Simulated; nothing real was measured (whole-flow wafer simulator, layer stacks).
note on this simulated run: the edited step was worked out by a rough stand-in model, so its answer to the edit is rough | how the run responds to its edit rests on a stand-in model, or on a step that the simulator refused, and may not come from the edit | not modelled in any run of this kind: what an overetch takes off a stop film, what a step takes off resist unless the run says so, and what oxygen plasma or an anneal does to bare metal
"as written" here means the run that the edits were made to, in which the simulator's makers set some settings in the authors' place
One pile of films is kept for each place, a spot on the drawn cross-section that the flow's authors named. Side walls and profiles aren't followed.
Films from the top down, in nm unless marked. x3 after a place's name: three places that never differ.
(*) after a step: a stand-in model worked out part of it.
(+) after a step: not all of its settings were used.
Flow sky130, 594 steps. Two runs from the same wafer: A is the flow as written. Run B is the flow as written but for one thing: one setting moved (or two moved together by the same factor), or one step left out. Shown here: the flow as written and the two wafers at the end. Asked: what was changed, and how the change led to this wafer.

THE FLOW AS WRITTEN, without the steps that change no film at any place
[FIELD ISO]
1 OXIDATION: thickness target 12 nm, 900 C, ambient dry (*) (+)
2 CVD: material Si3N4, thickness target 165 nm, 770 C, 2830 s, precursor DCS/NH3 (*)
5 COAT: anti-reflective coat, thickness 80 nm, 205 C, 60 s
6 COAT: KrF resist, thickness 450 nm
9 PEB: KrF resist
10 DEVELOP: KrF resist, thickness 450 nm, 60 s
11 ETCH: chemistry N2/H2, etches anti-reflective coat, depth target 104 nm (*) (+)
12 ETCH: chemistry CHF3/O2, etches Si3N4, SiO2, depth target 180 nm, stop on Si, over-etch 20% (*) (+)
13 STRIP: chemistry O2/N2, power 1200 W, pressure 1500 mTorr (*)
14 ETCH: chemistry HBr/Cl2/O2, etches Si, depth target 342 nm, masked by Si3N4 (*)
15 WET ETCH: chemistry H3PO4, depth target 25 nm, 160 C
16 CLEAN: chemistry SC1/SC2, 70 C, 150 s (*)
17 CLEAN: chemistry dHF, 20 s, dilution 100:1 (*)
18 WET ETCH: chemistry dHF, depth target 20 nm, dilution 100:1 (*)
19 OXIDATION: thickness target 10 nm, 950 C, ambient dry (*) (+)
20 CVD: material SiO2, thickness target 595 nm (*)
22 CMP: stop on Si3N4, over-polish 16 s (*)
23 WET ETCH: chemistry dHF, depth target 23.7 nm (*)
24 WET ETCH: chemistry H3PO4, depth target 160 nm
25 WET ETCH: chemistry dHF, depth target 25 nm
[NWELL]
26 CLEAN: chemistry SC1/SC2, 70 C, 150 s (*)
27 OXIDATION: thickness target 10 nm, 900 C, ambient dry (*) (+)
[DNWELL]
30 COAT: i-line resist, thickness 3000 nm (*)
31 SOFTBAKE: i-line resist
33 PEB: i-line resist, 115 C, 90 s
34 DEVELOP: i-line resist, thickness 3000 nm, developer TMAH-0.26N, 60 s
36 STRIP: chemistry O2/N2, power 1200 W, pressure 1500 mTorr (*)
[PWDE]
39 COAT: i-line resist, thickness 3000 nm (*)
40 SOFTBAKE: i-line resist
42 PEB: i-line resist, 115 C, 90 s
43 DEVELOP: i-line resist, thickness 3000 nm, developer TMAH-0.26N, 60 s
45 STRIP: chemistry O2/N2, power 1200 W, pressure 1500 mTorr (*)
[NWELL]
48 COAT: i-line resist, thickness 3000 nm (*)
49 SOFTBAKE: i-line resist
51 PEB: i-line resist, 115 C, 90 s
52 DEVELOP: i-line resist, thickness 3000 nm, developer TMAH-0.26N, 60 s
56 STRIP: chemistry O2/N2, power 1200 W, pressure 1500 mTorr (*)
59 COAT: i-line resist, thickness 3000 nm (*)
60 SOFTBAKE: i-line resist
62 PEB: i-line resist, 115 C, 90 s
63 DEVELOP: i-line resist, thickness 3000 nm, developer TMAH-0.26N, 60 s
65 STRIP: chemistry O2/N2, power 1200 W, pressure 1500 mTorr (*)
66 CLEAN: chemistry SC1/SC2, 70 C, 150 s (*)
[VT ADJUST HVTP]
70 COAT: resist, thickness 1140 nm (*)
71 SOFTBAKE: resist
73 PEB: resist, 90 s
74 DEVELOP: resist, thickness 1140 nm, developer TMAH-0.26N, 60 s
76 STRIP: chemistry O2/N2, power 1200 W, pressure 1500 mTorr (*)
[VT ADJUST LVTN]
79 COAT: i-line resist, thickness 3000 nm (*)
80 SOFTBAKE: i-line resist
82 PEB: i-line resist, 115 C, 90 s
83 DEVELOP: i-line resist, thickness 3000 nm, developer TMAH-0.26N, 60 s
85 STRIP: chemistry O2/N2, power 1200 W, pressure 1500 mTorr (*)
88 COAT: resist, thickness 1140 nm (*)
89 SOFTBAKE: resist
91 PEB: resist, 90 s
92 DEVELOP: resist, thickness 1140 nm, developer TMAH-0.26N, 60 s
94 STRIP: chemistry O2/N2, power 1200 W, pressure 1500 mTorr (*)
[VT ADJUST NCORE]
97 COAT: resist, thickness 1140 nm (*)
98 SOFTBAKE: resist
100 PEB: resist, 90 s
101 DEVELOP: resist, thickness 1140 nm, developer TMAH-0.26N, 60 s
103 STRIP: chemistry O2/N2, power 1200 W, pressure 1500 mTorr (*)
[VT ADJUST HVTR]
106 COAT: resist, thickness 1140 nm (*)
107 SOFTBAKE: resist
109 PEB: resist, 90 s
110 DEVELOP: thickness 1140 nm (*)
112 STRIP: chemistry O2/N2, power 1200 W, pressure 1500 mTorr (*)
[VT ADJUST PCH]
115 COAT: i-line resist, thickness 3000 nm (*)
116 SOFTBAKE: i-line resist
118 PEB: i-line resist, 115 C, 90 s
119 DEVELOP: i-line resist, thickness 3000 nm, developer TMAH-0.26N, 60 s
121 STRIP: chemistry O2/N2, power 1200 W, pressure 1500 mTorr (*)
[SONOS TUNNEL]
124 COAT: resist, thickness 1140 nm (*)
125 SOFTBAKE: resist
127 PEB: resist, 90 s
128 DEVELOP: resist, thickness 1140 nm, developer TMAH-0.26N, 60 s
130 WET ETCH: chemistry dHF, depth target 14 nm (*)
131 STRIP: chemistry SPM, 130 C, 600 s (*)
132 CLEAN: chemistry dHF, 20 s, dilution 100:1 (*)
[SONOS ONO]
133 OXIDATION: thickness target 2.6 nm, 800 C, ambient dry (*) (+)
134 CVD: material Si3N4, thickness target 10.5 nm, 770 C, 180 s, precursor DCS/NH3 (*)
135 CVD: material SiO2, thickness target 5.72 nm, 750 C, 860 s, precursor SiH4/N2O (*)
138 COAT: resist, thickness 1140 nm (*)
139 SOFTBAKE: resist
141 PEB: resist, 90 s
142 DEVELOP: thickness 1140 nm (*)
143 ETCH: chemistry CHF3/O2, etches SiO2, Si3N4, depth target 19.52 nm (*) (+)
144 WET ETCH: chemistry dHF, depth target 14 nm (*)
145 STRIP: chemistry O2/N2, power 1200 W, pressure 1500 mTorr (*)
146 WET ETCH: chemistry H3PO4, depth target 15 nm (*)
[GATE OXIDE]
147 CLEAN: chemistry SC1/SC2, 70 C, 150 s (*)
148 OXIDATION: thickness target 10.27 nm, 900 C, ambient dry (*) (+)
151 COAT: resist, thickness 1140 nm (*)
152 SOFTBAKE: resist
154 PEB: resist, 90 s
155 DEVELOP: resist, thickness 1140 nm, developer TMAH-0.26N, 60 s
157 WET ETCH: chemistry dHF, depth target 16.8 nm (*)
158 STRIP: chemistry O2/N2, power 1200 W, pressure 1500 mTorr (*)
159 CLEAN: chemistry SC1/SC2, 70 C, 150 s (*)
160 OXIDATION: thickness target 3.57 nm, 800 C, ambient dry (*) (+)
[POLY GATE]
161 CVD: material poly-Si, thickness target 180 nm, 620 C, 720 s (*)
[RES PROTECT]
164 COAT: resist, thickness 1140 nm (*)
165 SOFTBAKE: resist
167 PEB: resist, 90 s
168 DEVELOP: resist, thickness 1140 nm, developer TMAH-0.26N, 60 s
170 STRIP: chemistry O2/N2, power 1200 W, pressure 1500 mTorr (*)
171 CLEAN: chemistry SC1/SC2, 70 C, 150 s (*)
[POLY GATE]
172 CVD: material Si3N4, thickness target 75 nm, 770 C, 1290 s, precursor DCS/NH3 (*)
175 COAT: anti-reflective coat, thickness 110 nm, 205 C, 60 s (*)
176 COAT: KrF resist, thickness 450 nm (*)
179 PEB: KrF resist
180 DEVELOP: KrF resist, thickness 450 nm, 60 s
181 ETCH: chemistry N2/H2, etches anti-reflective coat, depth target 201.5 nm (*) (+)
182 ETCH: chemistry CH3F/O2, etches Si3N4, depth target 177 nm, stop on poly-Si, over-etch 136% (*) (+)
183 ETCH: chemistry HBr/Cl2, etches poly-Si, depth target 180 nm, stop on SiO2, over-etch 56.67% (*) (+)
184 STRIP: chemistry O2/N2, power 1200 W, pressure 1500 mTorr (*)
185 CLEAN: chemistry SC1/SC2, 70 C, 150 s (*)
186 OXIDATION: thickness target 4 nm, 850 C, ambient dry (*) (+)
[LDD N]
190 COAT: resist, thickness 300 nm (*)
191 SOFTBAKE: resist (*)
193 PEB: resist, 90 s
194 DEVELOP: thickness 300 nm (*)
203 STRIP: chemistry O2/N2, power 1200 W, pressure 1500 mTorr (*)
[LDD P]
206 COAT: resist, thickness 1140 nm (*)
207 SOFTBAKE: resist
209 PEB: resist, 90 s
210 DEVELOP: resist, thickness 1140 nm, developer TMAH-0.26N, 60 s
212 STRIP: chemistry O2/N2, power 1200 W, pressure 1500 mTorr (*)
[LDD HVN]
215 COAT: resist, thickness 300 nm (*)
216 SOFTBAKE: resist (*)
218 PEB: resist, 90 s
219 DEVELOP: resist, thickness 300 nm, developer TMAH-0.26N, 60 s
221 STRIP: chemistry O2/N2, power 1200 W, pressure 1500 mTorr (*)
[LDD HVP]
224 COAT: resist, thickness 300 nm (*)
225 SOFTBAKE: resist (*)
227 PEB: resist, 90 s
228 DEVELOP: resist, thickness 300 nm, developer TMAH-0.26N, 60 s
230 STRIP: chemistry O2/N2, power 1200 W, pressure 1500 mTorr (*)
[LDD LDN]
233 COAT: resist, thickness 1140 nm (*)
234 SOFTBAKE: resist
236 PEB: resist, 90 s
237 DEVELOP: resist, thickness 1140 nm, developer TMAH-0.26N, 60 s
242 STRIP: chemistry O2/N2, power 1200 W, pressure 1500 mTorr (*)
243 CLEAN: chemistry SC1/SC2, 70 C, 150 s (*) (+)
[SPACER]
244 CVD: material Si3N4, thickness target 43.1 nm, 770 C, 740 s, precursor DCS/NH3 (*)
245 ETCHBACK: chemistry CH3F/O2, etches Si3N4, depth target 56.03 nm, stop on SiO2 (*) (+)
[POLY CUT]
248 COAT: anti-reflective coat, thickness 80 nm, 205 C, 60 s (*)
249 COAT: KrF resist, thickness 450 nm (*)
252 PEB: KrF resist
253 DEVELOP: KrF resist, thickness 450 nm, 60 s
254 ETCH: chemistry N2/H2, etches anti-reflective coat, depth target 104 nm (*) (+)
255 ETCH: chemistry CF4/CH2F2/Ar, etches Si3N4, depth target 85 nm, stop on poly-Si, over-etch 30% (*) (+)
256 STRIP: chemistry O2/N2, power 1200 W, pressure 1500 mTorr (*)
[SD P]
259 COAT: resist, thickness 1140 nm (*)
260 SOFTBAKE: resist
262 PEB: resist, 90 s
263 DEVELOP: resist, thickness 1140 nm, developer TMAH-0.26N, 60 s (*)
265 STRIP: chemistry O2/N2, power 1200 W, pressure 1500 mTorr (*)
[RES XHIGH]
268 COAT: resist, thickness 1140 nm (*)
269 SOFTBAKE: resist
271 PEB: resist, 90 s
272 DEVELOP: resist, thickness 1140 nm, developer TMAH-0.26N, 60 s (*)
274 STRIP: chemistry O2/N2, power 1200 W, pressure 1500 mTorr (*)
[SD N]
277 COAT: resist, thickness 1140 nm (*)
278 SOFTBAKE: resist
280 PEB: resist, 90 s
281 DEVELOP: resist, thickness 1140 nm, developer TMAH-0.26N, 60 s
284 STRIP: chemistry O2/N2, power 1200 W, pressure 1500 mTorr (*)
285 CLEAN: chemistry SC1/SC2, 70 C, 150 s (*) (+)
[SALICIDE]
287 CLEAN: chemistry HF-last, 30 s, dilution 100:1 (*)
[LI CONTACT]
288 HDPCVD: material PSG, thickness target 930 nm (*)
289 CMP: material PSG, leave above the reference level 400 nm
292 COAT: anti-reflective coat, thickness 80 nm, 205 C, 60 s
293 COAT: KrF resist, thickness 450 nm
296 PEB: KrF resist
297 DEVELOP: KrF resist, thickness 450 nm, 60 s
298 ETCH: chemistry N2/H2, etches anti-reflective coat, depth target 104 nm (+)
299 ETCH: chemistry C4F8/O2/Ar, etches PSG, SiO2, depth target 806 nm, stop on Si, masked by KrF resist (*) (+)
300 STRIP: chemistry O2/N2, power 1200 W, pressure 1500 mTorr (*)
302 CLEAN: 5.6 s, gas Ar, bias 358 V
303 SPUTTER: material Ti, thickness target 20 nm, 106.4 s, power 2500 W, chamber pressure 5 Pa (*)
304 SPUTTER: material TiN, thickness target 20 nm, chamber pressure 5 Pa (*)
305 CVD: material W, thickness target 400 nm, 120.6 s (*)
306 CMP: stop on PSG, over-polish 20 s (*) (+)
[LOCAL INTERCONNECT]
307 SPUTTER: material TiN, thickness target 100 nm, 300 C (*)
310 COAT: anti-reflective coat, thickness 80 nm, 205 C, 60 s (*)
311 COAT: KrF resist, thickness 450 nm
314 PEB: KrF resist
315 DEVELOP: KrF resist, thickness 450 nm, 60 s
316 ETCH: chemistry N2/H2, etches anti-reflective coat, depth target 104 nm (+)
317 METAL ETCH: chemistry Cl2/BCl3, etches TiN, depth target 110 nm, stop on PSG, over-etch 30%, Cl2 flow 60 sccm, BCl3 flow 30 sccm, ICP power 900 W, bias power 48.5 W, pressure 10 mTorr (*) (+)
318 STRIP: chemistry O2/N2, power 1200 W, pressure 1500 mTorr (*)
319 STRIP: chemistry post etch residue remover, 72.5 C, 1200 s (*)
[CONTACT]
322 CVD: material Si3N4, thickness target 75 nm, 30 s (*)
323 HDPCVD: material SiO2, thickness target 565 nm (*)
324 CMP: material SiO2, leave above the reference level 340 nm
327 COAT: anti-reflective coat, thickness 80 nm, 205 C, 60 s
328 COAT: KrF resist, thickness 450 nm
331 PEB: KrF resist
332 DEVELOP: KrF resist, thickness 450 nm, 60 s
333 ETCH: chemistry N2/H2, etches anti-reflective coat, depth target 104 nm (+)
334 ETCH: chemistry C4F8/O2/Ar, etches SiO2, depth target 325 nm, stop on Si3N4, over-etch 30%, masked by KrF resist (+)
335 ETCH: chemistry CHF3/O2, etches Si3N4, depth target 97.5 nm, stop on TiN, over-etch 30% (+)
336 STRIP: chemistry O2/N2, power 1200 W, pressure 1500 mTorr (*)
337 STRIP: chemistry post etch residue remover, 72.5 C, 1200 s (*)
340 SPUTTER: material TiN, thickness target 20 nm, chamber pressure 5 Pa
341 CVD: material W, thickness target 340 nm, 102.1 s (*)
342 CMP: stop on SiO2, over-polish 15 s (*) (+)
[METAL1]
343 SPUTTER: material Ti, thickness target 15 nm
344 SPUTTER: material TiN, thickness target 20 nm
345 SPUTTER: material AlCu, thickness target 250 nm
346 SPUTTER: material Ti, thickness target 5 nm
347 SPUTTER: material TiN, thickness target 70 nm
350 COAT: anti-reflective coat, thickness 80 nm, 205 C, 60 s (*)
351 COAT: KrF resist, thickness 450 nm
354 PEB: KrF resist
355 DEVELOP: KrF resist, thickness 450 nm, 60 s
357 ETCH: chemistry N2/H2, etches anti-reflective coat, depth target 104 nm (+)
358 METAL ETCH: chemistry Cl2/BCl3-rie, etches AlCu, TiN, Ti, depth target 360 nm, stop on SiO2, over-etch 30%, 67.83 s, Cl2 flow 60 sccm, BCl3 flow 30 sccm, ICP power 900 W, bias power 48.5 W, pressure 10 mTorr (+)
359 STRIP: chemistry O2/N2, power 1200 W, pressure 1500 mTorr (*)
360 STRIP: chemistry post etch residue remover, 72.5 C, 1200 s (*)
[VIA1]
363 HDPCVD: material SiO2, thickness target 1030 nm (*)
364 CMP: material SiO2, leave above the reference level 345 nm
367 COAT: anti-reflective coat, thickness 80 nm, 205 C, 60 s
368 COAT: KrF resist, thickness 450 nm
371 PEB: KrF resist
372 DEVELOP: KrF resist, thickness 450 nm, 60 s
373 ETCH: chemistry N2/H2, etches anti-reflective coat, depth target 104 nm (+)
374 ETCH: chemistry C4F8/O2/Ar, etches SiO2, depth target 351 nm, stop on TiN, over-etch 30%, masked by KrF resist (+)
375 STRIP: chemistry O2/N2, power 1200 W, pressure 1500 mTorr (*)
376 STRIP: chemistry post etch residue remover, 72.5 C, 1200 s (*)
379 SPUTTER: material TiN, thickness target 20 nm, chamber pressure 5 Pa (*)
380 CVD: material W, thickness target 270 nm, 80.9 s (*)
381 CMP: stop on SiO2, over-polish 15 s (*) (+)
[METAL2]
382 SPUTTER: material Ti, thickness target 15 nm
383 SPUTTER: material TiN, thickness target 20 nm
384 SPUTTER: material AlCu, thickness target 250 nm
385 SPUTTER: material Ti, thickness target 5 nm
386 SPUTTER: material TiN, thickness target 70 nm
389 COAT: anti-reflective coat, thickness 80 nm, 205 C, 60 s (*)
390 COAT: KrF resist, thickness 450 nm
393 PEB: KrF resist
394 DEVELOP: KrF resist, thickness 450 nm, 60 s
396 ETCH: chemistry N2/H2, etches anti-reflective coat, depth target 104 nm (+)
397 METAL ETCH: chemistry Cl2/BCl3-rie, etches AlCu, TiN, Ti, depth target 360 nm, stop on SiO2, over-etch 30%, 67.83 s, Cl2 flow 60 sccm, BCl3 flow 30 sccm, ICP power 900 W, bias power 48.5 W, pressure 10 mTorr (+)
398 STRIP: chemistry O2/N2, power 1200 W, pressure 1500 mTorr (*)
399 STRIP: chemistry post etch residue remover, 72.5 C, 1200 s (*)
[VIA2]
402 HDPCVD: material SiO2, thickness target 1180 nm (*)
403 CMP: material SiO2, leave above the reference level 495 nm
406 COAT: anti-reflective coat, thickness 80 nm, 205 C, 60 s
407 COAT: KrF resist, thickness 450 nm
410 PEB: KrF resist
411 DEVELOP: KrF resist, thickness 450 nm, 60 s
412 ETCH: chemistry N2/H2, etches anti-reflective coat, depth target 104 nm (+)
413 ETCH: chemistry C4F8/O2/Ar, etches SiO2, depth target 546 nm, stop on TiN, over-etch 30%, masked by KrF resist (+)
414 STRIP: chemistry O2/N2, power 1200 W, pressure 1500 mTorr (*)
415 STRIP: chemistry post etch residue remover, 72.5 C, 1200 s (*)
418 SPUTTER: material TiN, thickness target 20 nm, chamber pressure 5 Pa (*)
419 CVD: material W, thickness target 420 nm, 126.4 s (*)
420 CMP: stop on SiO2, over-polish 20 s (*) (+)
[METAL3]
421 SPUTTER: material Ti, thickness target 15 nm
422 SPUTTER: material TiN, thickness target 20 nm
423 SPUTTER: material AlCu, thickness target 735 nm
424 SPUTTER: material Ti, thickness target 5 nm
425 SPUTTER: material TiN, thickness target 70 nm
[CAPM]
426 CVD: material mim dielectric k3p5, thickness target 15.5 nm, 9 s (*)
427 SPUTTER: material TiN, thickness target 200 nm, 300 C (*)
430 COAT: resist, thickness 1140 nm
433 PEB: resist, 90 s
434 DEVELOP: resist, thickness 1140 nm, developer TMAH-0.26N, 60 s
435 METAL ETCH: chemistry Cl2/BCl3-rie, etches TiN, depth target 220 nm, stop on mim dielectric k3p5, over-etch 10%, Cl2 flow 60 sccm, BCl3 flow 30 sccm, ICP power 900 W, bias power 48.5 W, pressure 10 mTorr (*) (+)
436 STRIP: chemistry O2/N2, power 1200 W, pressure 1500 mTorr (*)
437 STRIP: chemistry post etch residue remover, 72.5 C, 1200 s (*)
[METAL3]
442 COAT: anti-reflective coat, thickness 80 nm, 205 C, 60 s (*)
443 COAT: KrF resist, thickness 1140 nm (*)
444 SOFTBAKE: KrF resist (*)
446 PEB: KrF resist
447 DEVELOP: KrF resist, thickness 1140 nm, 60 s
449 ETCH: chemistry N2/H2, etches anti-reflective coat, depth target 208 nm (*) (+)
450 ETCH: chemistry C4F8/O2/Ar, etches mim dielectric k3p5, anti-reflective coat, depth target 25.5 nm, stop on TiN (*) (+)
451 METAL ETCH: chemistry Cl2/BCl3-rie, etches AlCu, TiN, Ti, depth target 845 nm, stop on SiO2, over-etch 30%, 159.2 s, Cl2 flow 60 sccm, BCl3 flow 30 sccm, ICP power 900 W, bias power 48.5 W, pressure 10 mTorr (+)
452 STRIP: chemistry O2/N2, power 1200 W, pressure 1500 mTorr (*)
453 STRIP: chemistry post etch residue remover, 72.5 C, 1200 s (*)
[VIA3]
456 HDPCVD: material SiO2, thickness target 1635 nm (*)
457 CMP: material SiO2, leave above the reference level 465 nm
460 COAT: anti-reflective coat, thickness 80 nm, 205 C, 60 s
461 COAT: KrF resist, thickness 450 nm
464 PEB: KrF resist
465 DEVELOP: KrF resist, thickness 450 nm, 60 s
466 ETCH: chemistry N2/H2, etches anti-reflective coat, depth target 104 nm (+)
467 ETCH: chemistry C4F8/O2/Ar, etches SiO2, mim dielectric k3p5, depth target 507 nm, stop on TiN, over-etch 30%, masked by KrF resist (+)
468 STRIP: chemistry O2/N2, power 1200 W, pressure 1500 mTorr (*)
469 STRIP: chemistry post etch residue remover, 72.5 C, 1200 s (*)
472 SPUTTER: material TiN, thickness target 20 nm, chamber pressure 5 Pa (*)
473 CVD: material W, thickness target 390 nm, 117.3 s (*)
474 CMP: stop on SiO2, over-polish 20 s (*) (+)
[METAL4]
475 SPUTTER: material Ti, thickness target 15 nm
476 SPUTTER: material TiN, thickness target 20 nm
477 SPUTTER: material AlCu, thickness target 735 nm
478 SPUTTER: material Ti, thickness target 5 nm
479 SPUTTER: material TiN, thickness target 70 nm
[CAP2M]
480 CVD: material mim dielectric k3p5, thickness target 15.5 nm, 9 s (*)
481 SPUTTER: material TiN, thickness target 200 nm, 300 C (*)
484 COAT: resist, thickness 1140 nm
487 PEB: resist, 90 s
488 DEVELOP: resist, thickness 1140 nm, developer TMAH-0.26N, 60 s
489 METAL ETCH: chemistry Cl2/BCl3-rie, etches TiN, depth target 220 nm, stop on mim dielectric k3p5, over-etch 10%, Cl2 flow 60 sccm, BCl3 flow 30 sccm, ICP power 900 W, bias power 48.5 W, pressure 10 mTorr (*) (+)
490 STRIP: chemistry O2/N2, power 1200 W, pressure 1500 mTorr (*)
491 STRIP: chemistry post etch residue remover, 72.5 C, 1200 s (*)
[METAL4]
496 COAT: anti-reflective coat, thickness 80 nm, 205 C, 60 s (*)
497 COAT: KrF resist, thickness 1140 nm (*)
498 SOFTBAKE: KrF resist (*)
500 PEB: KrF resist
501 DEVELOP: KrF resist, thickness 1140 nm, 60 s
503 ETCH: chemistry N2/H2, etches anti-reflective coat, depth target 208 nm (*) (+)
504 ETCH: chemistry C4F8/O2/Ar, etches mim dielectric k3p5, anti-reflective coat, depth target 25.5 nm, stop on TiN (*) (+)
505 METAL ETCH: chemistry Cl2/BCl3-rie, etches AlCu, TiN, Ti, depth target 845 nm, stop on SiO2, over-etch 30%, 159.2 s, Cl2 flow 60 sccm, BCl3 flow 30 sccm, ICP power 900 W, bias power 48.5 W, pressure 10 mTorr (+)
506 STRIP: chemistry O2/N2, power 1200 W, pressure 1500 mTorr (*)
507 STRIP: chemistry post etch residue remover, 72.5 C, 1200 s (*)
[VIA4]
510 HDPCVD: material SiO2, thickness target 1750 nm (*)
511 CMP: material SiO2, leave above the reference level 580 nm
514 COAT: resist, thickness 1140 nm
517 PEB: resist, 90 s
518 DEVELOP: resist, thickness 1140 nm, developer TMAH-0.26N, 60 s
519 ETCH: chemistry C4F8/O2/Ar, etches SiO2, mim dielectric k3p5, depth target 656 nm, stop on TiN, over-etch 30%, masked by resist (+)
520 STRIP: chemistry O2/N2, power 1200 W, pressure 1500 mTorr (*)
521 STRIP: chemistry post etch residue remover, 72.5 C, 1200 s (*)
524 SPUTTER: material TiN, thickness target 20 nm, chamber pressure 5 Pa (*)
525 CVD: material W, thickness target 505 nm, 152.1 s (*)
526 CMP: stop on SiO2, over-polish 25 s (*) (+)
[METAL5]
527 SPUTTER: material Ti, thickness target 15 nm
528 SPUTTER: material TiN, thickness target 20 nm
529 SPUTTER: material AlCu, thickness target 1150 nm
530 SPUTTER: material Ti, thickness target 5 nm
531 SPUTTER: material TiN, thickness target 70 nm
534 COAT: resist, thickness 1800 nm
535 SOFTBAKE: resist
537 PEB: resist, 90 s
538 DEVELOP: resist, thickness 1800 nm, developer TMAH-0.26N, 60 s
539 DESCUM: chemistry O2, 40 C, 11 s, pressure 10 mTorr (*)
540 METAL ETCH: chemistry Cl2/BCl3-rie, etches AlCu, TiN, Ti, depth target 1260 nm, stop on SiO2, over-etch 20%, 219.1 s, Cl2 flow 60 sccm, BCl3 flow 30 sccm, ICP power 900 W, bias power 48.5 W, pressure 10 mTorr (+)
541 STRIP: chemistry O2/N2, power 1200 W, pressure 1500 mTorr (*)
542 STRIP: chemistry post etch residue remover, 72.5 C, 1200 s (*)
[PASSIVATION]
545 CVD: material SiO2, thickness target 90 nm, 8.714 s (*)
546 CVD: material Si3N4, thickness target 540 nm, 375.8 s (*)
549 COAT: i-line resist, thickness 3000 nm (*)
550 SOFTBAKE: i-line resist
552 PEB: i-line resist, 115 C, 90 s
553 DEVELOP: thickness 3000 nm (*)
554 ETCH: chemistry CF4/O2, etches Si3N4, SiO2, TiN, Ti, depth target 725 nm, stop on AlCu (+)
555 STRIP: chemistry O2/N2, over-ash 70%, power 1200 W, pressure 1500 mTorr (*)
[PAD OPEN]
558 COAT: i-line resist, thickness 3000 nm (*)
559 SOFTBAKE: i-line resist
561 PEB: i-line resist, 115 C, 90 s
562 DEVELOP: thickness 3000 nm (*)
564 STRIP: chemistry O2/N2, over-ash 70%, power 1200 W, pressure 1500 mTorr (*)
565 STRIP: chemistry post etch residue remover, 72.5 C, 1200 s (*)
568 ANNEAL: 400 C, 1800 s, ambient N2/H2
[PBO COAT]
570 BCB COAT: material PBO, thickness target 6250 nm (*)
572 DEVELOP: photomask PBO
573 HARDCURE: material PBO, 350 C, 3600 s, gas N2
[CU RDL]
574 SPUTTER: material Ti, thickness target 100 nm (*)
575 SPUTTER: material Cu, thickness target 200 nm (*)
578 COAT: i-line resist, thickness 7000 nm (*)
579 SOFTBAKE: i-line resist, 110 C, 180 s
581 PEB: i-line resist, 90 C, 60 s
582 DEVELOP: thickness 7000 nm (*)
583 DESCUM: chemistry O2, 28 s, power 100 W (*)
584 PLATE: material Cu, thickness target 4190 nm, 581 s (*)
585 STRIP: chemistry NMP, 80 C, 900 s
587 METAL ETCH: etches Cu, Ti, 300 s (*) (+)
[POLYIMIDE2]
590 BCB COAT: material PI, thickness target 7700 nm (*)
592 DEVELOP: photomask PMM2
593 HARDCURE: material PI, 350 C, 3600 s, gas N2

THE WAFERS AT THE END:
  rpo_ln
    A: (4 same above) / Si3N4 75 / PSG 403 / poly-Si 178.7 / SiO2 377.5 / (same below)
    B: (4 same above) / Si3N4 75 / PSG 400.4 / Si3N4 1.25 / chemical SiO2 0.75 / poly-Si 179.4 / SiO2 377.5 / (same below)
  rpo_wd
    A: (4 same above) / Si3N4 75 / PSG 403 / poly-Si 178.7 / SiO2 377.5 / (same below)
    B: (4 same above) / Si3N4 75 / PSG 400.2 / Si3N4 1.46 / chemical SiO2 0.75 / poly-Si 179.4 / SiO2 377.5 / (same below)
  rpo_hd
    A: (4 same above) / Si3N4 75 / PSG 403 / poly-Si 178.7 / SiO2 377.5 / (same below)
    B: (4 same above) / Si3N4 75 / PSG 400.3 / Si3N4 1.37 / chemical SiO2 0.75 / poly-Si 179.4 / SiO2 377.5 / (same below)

The cause: step 255, ETCH: depth target 59.5 nm was run, where the flow has depth target 85 nm.

How the change led to this, step by step:
  255 ETCH: chemistry CF4/CH2F2/Ar, etches Si3N4, depth target 85 nm, stop on poly-Si, over-etch 30% (*) (+)
      rpo_wd, rxpo_wd: A Si3N4 -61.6 (all of it), chemical SiO2 -0.75 (all of it) | B Si3N4 -59.5
      poly_licon: A Si3N4 -61.9 (all of it), chemical SiO2 -0.76 (all of it) | B Si3N4 -59.5
      (and at 187 more places)
  256 STRIP: chemistry O2/N2, power 1200 W, pressure 1500 mTorr (*)
      poly_licon, rpo_ln, rpo_wd, rpo_hd, rpo_hd_licon, rxpo_ln, rxpo_wd: A chemical SiO2 +0.8 (new film), poly-Si -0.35 | B nothing
      dice_street, dep_dnw_sti, iso_dnw_wall, grade_field_poly, de16_nwb_sti: A KrF resist -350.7 (all of it), anti-reflective coat -80 (all of it) | B KrF resist -361.7 (all of it), anti-reflective coat -80 (all of it)
      (and at 178 more places)
  287 CLEAN: chemistry HF-last, 30 s, dilution 100:1 (*)
      rpo_ln, rpo_wd, rpo_hd, rpo_hd_licon, rxpo_ln, rxpo_wd: A chemical SiO2 -0.77 (all of it) | B Si3N4 -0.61
      poly_licon: A chemical SiO2 -0.76 (all of it) | B Si3N4 -0.61
  299 ETCH: chemistry C4F8/O2/Ar, etches PSG, SiO2, depth target 806 nm, stop on Si, masked by KrF resist (*) (+)
      poly_licon: A PSG -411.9 (all of it) | B PSG -408.7 (all of it), Si3N4 -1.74 (all of it), chemical SiO2 -0.76 (all of it)
      rpo_hd_licon: A PSG -411.9 (all of it) | B PSG -408.7 (all of it), Si3N4 -1.74 (all of it), chemical SiO2 -0.75 (all of it)
  306 CMP: stop on PSG, over-polish 20 s (*) (+)
      poly_licon: A W -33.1 | B W -33.8
